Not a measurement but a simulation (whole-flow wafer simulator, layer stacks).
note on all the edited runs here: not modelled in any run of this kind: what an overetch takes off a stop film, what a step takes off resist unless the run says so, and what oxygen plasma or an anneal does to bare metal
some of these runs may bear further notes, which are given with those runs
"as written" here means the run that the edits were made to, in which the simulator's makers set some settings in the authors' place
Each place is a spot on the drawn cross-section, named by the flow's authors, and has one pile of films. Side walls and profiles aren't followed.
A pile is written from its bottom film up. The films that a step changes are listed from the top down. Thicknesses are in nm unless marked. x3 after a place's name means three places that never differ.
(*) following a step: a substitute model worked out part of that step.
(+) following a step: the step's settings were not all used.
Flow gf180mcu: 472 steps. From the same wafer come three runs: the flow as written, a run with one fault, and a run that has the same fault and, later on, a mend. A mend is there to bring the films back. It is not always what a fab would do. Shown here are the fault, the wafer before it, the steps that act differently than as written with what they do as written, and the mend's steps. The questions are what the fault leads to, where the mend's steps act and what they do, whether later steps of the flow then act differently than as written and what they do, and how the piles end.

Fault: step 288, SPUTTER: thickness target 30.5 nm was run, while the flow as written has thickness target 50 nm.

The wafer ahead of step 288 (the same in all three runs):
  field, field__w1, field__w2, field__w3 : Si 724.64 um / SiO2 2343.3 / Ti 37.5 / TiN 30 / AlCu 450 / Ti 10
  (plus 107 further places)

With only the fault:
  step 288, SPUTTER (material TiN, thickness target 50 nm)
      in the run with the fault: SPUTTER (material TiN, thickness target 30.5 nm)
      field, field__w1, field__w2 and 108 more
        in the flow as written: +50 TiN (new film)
        in the run with the fault: +30.5 TiN (new film)
  Steps later in the flow that act otherwise than as written (2 more steps, not shown, differ only slightly: by at most 2% or 0.5 nm, whichever is larger):
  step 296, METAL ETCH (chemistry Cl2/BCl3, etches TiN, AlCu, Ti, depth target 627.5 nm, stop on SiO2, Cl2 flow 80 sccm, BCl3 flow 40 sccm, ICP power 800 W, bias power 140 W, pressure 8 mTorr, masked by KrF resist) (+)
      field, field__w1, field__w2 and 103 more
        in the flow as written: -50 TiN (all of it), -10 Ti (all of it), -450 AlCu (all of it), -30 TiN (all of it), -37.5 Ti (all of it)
        in the run with the fault: -30.5 TiN (all of it), -10 Ti (all of it), -450 AlCu (all of it), -30 TiN (all of it), -37.5 Ti (all of it)
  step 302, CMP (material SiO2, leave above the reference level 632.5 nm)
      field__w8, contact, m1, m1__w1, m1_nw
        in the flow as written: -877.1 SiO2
        in the run with the fault: -857.6 SiO2
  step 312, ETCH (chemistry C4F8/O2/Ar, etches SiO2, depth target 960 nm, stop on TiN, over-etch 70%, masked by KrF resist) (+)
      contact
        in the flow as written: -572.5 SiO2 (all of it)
        in the run with the fault: -592 SiO2 (all of it)
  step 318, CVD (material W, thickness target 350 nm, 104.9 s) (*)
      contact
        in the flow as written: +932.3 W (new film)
        in the run with the fault: +952 W (new film)
  The piles end different from the flow's at field__w8, contact, m1, m1__w1, m1_nw by more than 2% or 0.5 nm, whichever is larger.
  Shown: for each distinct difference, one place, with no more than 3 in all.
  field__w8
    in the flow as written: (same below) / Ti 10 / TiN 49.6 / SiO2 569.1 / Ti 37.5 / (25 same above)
    in the run with the fault: (same below) / Ti 10 / TiN 30.1 / SiO2 588.6 / Ti 37.5 / (25 same above)
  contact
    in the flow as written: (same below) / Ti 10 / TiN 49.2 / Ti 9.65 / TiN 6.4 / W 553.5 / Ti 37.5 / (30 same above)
    in the run with the fault: (same below) / Ti 10 / TiN 29.7 / Ti 9.54 / TiN 6.33 / W 573.2 / Ti 37.5 / (30 same above)

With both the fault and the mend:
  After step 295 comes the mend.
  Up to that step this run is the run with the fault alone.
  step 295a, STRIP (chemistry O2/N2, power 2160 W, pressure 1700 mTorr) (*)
      field__w8, contact, m1, m1__w1, m1_nw
        -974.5 KrF resist (all of it)
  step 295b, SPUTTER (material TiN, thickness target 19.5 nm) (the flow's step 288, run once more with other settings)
      field, field__w1, field__w2 and 108 more
        +19.5 TiN
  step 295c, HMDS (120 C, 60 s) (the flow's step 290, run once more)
      does not change any film at any place that is followed
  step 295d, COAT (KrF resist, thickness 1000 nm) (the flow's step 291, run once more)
      field, field__w1, field__w2 and 108 more
        +1000 KrF resist (new film)
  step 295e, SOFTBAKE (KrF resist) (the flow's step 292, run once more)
      does not change any film at any place that is followed
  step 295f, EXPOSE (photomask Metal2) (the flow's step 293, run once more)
      does not change any film at any place that is followed
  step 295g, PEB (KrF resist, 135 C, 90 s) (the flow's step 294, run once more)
      field, field__w1, field__w2 and 108 more
        -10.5 KrF resist
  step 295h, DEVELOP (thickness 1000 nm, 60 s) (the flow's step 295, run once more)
      field, field__w1, field__w2 and 103 more
        -989.5 KrF resist (all of it)
      field__w8, contact, m1, m1__w1, m1_nw
        -14.9 KrF resist
  Every later step of the flow that is run acts as written at every place that is followed.
  By the end, the piles equal the flow's at every place that both follow.
